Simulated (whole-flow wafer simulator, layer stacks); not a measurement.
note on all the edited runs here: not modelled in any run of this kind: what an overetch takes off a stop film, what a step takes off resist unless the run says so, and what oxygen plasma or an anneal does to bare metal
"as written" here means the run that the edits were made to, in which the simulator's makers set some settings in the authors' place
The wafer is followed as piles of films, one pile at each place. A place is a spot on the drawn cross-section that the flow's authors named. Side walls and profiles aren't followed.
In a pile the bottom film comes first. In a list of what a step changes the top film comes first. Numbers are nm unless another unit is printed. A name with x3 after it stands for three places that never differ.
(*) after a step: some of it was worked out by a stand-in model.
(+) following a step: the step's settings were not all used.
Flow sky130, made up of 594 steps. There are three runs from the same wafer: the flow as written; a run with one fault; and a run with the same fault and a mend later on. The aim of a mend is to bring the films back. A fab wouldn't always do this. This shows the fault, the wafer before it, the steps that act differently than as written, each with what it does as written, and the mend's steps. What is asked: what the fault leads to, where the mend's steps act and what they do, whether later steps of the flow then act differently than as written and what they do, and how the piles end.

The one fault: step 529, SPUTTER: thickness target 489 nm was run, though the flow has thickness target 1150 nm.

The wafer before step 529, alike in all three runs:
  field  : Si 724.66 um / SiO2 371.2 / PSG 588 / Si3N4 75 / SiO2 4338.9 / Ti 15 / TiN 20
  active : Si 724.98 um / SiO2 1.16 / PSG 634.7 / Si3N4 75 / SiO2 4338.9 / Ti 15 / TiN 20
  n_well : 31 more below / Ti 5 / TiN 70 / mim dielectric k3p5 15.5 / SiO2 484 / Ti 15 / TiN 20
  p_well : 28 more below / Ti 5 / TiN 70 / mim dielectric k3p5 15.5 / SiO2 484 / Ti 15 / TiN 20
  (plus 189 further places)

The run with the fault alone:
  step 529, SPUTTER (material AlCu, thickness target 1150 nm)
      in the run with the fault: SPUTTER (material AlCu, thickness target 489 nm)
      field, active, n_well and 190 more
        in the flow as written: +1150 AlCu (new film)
        in the run with the fault: +489 AlCu (new film)
  Steps later in the flow that act otherwise than as written (1 other step is not shown; it differs only slightly, by no more than 2% or 0.5 nm, whichever is larger):
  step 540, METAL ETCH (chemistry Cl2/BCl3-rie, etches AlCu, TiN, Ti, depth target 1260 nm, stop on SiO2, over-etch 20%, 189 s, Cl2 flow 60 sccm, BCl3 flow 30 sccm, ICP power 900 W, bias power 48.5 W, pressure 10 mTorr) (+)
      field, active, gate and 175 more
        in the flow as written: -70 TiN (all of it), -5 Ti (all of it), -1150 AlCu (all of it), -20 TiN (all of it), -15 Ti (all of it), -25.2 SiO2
        in the run with the fault: -70 TiN (all of it), -5 Ti (all of it), -489 AlCu (all of it), -20 TiN (all of it), -15 Ti (all of it), -91.3 SiO2
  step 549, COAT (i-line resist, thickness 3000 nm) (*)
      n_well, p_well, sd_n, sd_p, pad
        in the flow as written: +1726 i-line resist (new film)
        in the run with the fault: +2316 i-line resist (new film)
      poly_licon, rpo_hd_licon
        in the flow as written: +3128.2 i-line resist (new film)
        in the run with the fault: +3061.8 i-line resist (new film)
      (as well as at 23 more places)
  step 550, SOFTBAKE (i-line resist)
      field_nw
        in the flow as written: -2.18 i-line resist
        in the run with the fault: +0.14 i-line resist
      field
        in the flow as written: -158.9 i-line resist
        in the run with the fault: -89.4 i-line resist
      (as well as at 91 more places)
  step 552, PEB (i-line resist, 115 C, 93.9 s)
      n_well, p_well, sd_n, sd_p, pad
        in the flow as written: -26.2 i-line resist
        in the run with the fault: -36.3 i-line resist
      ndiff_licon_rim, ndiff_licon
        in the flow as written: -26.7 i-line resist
        in the run with the fault: -36.6 i-line resist
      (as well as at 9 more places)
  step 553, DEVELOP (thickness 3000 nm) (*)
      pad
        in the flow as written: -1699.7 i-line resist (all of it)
        in the run with the fault: -2279.7 i-line resist (all of it)
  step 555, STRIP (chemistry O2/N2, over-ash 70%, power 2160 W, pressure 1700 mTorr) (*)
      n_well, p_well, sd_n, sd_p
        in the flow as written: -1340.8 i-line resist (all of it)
        in the run with the fault: -1920.8 i-line resist (all of it)
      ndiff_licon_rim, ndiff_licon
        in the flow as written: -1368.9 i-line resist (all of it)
        in the run with the fault: -1934.4 i-line resist (all of it)
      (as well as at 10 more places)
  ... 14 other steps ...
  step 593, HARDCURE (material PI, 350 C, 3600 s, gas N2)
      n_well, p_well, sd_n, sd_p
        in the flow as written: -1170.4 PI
        in the run with the fault: -1212.2 PI
  By the end, the piles at n_well, p_well, gate_hv and 115 more depart from the flow's by more than 2% or 0.5 nm, whichever is larger.
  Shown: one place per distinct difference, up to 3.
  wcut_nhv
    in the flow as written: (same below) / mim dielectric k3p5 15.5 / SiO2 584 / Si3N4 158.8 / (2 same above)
    in the run with the fault: (same below) / mim dielectric k3p5 15.5 / SiO2 517.9 / Si3N4 158.8 / (2 same above)
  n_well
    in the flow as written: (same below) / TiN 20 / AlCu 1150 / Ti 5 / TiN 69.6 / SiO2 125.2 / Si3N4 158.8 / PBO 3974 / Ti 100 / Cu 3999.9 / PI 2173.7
    in the run with the fault: (same below) / TiN 20 / AlCu 489 / Ti 5 / TiN 69.6 / SiO2 125.2 / Si3N4 158.8 / PBO 4449.1 / Ti 100 / Cu 3999.9 / PI 2251.3
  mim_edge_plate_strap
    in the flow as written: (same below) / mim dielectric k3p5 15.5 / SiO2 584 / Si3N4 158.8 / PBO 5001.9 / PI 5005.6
    in the run with the fault: (same below) / mim dielectric k3p5 15.5 / SiO2 517.9 / Si3N4 158.8 / PBO 5001 / PI 5005.9

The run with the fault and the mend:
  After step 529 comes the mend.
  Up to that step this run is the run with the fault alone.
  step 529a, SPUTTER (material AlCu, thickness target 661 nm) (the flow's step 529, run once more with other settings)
      field, active, n_well and 190 more
        +661 AlCu
  Every later step of the flow that is run acts as written at every place that is followed.
  By the end, the piles equal the flow's at every place that both follow.
